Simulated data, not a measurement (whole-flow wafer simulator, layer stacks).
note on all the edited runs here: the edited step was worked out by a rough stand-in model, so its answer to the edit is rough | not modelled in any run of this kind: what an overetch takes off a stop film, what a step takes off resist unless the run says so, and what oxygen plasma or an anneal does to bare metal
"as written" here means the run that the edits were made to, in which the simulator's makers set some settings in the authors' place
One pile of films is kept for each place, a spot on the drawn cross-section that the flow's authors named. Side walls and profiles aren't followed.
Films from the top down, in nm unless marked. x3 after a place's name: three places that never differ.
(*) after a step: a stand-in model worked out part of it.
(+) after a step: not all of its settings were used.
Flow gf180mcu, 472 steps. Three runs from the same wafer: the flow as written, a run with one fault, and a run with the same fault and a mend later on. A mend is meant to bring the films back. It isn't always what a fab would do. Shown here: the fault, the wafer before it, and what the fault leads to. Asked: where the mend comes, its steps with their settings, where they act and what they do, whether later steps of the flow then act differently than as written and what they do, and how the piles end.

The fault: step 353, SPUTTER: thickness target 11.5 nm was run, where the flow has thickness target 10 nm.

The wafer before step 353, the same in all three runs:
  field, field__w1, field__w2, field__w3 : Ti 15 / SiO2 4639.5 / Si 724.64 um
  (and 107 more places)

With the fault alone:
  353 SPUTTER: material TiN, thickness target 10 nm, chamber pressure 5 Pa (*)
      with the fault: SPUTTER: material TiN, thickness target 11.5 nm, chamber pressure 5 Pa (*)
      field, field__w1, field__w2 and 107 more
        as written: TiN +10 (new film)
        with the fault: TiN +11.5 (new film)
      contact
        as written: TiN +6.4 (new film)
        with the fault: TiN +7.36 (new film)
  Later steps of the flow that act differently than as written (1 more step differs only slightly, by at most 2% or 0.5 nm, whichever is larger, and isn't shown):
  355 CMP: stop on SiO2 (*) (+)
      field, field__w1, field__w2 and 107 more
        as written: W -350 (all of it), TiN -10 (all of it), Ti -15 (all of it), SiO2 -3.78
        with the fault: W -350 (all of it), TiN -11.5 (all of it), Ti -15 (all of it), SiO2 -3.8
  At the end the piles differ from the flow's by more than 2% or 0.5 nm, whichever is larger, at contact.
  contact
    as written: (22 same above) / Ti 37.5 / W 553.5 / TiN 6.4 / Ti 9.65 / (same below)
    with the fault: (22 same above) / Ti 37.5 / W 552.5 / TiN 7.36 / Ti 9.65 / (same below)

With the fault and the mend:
  The mend comes after step 353.
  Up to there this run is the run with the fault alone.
  353a METAL ETCH: chemistry Cl2/BCl3, etches TiN, AlCu, Ti, depth target 1.5 nm, Cl2 flow 80 sccm, BCl3 flow 40 sccm, ICP power 800 W, bias power 140 W, pressure 8 mTorr (the flow's step 260 once more, with other settings)
      field, field__w1, field__w2 and 108 more
        TiN -1.5
  No later step of the flow acts differently than as written, at any place that is followed, by more than 2% or 0.5 nm, whichever is larger.
  At the end the piles differ from the flow's by more than 2% or 0.5 nm, whichever is larger, at contact.
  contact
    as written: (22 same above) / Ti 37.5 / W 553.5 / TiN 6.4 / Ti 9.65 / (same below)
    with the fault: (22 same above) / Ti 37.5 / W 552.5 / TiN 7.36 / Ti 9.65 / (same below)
    with the mend: (22 same above) / Ti 37.5 / W 554 / TiN 5.86 / Ti 9.65 / (same below)
